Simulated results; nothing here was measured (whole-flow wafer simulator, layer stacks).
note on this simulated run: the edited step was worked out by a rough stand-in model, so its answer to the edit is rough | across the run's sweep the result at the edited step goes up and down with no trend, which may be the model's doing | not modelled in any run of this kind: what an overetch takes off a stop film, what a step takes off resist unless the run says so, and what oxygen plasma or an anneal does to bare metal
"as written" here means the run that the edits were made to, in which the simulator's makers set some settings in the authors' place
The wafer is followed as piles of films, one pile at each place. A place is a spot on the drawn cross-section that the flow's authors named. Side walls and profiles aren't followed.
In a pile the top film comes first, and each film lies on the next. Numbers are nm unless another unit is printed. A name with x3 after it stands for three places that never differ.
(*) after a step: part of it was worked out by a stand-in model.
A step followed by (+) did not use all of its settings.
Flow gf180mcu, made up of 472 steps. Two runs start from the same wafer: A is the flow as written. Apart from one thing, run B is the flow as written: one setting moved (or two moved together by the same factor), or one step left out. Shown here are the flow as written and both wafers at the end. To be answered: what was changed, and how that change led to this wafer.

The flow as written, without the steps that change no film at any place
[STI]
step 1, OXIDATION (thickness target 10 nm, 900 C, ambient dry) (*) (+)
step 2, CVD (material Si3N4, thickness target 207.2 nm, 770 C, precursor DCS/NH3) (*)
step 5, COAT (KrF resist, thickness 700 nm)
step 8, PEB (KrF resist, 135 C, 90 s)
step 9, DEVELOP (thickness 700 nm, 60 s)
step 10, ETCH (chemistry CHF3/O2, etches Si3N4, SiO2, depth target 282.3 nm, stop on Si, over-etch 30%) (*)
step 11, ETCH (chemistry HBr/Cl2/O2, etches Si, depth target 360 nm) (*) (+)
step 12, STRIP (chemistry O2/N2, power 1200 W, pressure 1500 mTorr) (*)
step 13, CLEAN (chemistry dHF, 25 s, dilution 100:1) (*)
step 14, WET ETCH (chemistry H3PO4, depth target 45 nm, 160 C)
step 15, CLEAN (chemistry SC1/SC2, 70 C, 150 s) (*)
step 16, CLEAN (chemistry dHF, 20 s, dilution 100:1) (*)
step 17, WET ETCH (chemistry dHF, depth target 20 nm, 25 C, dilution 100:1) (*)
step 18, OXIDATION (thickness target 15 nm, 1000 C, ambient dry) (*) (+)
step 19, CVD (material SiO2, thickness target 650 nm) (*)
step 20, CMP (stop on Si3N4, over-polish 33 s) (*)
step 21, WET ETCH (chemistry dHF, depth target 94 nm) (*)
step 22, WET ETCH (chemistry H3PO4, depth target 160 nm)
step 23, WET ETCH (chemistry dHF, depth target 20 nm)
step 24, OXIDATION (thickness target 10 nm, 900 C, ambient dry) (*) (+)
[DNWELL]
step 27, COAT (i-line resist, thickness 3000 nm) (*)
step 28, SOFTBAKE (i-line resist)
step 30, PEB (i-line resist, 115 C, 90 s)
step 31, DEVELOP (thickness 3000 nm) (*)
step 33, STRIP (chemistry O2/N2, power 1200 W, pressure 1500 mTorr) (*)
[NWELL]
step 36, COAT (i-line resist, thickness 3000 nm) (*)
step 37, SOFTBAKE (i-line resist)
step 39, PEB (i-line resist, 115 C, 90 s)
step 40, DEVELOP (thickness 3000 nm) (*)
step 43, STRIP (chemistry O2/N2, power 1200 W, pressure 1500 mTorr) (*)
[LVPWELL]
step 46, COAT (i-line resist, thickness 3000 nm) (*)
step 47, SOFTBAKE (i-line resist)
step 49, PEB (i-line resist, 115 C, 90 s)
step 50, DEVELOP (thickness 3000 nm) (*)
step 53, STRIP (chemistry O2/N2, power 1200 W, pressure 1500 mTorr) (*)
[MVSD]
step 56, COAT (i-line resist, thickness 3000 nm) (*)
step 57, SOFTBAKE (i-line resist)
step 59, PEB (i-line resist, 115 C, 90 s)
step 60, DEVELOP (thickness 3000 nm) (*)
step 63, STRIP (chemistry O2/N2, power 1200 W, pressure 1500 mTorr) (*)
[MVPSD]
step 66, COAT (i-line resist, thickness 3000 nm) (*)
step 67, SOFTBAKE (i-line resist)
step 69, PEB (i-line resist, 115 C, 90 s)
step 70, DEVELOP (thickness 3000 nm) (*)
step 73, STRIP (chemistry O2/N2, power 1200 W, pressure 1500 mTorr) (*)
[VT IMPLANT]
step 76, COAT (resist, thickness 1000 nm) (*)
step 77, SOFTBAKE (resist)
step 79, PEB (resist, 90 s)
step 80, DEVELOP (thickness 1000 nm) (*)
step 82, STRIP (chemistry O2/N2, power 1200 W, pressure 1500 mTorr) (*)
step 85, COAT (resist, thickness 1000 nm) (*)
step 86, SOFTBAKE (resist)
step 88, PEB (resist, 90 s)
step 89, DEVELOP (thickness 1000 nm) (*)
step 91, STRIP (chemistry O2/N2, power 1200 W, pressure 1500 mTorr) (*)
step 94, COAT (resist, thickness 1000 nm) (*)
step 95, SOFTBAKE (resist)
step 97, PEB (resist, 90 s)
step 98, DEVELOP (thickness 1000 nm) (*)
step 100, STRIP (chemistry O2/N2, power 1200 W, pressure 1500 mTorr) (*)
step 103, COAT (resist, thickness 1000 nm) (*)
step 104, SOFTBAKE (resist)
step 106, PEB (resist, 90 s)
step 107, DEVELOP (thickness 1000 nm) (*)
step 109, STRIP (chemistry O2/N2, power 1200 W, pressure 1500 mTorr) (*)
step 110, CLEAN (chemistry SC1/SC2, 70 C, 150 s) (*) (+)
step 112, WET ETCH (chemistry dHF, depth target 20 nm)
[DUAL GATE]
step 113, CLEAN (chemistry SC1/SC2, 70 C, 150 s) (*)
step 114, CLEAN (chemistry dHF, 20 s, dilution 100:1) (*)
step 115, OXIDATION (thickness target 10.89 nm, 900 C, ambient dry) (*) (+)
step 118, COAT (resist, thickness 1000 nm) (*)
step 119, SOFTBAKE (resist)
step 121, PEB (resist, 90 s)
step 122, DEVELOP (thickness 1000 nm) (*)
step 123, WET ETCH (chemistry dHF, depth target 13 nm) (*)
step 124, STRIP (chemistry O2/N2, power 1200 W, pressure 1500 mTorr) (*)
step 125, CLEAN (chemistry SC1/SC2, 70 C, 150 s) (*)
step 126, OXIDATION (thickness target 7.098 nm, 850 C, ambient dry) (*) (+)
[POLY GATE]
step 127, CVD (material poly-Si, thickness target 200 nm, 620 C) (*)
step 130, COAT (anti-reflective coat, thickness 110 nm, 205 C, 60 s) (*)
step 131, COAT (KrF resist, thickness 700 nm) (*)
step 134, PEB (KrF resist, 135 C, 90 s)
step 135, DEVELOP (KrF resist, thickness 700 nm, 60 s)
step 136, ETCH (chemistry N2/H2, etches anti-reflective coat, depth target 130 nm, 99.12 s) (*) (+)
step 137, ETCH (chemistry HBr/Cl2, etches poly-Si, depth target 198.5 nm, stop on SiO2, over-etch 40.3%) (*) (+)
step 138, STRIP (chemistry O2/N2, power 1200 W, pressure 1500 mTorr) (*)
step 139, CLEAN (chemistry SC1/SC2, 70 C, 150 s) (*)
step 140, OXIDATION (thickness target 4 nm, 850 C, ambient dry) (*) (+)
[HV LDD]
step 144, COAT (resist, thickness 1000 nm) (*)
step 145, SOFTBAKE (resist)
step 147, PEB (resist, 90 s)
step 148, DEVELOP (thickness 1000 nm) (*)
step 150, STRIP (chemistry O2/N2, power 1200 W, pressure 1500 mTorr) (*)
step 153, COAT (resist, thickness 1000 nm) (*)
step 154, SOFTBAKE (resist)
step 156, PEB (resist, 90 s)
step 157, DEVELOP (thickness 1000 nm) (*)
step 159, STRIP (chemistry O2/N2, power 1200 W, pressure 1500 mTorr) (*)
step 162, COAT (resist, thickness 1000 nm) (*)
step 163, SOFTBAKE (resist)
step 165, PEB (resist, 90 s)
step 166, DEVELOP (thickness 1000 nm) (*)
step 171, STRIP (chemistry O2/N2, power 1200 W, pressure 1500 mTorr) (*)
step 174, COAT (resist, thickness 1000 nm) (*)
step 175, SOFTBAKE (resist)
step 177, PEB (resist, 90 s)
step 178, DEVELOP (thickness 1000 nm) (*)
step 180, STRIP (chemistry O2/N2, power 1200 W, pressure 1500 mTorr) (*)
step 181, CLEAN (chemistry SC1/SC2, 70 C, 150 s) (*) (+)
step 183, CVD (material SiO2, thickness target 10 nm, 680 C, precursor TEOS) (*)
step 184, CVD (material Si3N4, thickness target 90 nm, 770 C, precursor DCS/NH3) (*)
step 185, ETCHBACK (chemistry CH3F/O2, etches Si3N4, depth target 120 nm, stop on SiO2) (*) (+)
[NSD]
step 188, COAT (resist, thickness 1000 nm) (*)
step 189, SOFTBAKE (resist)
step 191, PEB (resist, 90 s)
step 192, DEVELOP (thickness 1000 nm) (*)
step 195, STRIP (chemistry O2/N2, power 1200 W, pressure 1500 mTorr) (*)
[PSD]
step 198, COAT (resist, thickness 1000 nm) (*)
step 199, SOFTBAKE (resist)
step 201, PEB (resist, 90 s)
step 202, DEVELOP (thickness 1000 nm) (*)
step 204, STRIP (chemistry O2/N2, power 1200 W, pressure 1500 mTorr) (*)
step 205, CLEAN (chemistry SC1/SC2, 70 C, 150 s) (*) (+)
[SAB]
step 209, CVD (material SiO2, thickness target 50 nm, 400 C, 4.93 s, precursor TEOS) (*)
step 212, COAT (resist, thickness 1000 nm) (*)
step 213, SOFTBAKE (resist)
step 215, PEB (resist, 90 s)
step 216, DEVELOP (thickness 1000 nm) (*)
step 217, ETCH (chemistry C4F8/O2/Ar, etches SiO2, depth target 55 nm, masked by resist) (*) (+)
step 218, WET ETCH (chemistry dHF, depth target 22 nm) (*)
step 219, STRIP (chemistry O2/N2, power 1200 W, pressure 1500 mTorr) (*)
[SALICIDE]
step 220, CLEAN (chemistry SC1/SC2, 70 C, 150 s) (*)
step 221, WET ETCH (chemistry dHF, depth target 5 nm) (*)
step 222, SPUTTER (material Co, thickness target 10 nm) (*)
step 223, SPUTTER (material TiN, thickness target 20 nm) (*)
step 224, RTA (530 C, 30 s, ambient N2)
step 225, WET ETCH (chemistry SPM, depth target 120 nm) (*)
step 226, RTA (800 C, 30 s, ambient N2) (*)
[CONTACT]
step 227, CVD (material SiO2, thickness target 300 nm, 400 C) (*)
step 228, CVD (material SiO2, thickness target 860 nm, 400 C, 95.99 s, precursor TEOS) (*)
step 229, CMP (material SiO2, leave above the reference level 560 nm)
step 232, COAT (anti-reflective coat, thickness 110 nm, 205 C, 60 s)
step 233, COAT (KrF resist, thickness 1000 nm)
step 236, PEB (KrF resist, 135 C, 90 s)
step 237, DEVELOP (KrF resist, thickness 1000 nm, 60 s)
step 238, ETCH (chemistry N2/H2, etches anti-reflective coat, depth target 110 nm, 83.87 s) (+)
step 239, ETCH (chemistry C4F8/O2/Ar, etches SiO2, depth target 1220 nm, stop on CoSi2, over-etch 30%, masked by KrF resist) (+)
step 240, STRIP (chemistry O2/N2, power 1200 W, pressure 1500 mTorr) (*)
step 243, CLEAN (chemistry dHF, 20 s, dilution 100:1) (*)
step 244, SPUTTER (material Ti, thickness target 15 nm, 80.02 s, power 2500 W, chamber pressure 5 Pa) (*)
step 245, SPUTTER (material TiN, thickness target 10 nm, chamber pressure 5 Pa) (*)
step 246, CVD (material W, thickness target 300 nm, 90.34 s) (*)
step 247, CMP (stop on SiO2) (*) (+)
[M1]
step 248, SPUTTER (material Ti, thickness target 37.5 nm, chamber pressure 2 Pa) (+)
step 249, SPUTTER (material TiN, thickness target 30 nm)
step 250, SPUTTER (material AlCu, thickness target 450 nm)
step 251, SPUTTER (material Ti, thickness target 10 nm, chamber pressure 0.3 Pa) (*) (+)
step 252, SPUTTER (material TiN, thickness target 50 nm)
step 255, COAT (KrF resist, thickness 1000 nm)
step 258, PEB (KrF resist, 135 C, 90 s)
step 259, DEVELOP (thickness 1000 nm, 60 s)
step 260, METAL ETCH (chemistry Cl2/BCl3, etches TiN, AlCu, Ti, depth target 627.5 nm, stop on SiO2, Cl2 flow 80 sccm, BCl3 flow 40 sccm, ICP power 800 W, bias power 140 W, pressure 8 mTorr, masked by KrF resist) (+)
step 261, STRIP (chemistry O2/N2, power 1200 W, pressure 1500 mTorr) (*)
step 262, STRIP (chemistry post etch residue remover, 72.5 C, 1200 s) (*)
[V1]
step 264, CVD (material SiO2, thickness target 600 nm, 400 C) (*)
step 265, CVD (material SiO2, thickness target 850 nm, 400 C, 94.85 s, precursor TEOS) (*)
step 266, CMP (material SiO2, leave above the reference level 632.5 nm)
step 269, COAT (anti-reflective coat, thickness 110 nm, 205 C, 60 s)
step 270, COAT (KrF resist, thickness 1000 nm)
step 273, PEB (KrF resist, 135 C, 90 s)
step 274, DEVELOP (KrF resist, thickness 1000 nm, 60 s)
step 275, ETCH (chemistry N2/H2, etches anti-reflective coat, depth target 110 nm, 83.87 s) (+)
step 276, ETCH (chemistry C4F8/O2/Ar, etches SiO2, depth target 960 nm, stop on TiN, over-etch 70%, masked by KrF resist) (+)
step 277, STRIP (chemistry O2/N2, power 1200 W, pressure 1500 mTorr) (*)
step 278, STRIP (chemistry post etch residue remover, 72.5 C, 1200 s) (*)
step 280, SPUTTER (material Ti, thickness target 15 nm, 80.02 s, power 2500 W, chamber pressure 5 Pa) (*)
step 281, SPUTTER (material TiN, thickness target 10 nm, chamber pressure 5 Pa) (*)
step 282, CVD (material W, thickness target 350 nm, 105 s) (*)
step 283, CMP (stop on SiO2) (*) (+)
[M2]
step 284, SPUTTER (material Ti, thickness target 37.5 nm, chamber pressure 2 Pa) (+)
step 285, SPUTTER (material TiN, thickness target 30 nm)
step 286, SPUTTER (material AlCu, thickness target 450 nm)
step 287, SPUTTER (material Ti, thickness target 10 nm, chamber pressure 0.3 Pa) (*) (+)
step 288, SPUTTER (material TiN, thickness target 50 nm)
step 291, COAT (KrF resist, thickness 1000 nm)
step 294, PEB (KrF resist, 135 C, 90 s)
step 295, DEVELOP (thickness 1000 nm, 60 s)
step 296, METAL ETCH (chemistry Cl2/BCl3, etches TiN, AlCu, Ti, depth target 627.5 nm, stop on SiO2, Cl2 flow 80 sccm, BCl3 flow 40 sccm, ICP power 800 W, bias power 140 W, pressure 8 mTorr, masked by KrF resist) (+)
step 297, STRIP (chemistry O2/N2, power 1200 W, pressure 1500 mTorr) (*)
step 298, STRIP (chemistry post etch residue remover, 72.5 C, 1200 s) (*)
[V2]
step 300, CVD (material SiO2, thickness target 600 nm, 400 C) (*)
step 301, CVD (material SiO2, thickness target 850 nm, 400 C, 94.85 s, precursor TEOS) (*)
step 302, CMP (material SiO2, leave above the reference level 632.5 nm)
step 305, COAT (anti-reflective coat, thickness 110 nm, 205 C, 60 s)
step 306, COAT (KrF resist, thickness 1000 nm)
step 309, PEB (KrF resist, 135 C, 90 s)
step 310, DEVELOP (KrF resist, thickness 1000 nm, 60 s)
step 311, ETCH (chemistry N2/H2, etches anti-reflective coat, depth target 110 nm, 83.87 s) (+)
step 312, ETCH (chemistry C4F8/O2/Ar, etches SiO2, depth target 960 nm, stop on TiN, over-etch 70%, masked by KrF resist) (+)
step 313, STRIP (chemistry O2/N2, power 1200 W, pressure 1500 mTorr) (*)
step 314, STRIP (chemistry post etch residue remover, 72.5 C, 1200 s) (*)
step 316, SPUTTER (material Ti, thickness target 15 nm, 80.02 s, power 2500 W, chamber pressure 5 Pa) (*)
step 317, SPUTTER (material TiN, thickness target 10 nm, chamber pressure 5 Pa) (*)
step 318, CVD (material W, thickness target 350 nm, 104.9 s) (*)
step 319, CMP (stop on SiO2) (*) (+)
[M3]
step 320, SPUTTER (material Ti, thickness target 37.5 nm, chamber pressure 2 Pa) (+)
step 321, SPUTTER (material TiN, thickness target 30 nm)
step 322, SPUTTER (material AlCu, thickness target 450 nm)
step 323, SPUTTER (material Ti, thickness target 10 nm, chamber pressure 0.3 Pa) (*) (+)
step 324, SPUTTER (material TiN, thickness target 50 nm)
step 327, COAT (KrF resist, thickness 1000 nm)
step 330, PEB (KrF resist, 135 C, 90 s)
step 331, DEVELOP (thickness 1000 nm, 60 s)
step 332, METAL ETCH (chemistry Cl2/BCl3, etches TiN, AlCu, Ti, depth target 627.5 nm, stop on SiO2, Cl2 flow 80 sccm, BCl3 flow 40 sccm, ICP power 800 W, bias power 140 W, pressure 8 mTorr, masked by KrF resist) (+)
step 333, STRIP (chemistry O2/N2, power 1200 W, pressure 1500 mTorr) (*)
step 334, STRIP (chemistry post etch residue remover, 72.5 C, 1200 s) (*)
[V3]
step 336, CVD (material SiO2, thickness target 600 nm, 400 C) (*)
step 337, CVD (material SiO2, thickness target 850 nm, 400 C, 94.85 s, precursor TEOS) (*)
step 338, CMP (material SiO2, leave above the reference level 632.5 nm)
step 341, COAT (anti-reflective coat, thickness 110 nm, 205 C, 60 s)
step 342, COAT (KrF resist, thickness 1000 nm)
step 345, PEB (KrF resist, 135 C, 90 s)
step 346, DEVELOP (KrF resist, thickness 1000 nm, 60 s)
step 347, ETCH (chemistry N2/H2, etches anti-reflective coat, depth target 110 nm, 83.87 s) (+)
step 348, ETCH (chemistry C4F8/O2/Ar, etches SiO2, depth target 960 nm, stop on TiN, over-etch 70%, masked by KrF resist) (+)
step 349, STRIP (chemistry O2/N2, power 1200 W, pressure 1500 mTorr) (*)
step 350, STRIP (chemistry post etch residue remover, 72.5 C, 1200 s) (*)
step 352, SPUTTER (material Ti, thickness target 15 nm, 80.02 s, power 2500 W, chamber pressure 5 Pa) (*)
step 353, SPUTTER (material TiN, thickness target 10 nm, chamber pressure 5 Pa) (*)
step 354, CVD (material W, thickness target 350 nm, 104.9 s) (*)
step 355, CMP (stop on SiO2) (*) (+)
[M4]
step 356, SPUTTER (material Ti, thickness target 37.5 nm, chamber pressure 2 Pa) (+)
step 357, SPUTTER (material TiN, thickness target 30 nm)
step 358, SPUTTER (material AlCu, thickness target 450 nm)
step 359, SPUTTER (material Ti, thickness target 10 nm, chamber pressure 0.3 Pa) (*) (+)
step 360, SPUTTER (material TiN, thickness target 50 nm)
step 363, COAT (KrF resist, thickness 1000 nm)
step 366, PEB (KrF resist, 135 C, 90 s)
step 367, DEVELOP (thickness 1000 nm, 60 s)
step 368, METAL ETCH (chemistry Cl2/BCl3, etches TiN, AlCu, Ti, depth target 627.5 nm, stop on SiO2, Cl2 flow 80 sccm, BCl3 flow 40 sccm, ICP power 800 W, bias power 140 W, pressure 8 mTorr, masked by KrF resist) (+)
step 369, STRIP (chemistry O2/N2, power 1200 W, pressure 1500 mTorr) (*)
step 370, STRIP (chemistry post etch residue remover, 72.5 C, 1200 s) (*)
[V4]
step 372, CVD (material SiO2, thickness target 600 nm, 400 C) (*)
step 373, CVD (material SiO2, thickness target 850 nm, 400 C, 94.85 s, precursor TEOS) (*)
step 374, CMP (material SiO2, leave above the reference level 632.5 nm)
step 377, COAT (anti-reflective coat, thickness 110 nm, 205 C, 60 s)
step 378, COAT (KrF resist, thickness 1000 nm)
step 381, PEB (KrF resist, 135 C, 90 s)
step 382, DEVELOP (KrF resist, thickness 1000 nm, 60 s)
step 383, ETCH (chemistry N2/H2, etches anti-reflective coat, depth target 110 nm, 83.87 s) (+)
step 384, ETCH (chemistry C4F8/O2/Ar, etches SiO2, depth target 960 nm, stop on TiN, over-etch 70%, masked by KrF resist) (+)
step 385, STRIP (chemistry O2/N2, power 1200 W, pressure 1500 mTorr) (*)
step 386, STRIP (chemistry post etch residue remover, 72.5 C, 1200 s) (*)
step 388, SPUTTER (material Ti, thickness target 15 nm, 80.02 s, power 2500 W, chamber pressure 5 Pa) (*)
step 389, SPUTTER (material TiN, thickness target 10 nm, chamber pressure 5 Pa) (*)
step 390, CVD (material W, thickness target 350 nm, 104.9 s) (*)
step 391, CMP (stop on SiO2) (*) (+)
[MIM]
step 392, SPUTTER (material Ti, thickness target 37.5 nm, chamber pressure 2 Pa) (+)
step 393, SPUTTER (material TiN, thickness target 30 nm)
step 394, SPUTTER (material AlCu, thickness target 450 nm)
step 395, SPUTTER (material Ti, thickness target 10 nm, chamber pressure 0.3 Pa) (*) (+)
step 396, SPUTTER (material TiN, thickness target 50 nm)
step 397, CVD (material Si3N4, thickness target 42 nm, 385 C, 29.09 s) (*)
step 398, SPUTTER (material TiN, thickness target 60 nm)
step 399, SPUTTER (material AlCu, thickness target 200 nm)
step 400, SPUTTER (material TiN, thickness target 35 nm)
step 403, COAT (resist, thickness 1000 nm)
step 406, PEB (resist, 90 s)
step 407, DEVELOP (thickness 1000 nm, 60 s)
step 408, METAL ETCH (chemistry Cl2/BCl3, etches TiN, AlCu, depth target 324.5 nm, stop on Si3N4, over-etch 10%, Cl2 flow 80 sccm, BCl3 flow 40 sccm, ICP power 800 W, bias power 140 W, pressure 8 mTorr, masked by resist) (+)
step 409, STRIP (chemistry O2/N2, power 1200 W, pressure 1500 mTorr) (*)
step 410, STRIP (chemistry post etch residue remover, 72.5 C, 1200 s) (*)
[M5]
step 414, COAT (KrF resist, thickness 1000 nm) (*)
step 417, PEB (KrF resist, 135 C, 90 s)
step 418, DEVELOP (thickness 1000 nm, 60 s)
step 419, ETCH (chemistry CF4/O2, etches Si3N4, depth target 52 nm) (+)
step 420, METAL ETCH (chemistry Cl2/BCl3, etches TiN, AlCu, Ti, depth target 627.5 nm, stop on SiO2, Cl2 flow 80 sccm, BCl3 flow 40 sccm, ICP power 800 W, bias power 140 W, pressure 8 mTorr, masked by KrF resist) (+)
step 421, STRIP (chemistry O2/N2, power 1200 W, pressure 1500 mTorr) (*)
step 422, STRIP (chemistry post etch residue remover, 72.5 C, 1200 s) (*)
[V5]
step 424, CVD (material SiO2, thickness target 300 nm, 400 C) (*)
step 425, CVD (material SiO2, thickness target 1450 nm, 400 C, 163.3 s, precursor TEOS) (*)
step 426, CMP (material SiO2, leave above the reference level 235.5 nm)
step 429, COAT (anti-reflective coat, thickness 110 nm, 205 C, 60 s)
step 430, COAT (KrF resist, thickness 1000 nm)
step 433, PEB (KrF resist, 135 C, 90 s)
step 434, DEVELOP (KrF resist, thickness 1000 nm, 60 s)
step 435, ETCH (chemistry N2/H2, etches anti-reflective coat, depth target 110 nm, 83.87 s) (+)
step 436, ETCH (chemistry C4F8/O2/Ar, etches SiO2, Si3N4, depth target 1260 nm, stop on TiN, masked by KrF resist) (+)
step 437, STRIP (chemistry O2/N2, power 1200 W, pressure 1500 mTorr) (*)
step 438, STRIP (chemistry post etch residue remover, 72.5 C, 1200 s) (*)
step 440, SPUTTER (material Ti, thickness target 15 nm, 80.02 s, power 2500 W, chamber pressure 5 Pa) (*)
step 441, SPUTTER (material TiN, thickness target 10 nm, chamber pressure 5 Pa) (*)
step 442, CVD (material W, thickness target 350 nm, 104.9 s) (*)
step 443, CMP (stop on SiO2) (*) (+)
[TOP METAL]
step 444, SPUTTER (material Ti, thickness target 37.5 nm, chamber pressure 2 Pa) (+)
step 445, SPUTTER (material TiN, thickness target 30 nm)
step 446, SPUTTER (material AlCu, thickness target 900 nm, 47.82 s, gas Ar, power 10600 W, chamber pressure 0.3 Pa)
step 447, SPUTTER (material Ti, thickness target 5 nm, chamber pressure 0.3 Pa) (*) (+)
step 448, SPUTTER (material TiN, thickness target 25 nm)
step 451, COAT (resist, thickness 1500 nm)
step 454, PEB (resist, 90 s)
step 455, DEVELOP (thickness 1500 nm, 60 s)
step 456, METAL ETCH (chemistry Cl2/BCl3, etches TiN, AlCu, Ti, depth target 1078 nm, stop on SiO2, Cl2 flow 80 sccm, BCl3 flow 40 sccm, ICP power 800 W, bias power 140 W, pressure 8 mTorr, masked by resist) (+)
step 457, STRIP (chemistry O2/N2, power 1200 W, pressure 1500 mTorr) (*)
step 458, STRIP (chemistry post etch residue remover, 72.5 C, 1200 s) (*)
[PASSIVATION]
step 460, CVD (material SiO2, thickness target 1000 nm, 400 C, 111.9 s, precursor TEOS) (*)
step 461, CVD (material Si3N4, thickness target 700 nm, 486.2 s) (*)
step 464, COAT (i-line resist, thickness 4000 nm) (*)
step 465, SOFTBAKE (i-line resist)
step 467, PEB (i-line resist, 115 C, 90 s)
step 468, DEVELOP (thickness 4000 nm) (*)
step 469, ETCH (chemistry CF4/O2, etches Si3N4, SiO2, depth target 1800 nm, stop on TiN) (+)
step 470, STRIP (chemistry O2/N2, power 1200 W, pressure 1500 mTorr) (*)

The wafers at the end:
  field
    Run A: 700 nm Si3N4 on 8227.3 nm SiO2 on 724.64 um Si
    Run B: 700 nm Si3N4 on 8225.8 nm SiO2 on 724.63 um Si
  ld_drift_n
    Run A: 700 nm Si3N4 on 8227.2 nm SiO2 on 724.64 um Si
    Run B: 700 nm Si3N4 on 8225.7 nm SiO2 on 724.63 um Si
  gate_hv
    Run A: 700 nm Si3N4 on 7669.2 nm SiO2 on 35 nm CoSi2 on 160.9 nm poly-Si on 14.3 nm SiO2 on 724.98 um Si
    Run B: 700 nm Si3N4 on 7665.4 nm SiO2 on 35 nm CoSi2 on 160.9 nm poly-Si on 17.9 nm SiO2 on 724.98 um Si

What caused this: step 126, OXIDATION: thickness target 11.36 nm was run, though the flow has thickness target 7.098 nm.

How this came from the change, step by step:
  step 126, OXIDATION (thickness target 7.098 nm, 850 C, ambient dry) (*) (+)
      gate_hv, active_hv, active_nat and 25 more: A +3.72 SiO2, -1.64 Si | B +7.38 SiO2, -3.25 Si
      active, n_well, p_well and 12 more: A +7.1 SiO2 (new film), -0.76 chemical SiO2 (all of it), -2.79 Si | B +11.4 SiO2 (new film), -0.76 chemical SiO2 (all of it), -4.66 Si
      (as well as at 49 more places)
  step 189, SOFTBAKE (resist)
      nw_enc_fld_lv__w3: A +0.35 resist | B -0.5 resist
      active_nat: A +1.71 resist | B +2.72 resist
  step 199, SOFTBAKE (resist)
      nw_enc_fld_lv__w3: A +0.35 resist | B -0.5 resist
      active_nat: A +1.71 resist | B +2.72 resist
  step 218, WET ETCH (chemistry dHF, depth target 22 nm) (*)
      ldn_tap, ldn_src, ldn_drn, ldp_tap, ldp_src, ldp_drn, ldp_gr: A -16 SiO2 (all of it) | B -19.5 SiO2 (all of it)
      iso_ptap_pw, iso_ntap_nw, iso_ptap_sub, vpnp_e: A -9.01 SiO2 (all of it) | B -13 SiO2 (all of it)
      (as well as at 12 more places)
